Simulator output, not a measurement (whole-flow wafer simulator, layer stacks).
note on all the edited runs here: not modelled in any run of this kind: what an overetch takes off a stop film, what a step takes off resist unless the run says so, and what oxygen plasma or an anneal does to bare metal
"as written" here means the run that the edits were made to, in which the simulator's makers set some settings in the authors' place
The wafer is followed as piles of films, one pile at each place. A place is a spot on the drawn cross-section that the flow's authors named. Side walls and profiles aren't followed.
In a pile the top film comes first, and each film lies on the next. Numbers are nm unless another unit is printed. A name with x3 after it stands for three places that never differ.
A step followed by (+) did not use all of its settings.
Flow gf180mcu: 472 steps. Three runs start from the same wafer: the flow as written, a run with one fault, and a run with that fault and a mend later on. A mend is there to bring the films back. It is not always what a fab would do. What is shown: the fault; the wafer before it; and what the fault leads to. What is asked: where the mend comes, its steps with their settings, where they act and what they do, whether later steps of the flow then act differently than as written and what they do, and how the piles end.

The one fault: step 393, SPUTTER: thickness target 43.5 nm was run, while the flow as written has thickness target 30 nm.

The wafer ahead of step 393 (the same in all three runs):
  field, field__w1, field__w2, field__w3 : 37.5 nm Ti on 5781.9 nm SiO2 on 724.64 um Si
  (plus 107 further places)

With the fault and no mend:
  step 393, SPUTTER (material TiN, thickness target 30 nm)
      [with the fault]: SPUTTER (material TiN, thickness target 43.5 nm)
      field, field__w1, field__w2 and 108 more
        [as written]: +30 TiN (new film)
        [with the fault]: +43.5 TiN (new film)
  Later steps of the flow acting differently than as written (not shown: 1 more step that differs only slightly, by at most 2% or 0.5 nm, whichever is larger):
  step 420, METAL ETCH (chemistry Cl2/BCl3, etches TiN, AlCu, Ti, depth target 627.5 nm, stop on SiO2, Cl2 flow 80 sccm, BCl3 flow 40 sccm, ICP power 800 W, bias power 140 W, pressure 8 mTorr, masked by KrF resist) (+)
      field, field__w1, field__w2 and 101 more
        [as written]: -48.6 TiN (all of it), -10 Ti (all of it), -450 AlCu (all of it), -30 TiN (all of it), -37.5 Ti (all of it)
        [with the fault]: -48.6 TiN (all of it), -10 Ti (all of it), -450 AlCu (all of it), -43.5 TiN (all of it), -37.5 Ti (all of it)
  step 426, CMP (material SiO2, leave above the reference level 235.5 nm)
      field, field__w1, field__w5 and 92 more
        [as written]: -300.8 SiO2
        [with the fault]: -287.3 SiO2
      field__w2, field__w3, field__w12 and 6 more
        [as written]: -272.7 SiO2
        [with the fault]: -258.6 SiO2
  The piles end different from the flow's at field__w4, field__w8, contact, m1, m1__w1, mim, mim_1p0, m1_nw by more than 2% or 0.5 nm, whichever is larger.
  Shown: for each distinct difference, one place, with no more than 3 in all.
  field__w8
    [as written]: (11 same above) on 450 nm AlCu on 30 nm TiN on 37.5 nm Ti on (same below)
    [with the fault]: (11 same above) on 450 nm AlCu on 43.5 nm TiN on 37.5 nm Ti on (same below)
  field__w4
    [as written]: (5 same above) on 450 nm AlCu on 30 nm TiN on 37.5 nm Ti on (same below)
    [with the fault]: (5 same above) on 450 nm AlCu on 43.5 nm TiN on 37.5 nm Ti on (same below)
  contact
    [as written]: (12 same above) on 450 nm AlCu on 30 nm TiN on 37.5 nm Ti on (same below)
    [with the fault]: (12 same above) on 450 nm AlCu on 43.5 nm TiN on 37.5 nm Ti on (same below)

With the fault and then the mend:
  The mend follows step 393.
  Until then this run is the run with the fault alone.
  step 393a, METAL ETCH (chemistry Cl2/BCl3, etches TiN, AlCu, Ti, depth target 13.5 nm, Cl2 flow 80 sccm, BCl3 flow 40 sccm, ICP power 800 W, bias power 140 W, pressure 8 mTorr) (the flow's step 260 again, with other settings)
      field, field__w1, field__w2 and 108 more
        -13.5 TiN
  Later steps of the flow that are run all act as written at every place that is followed.
  The piles end the same as the flow's at every place that both follow.
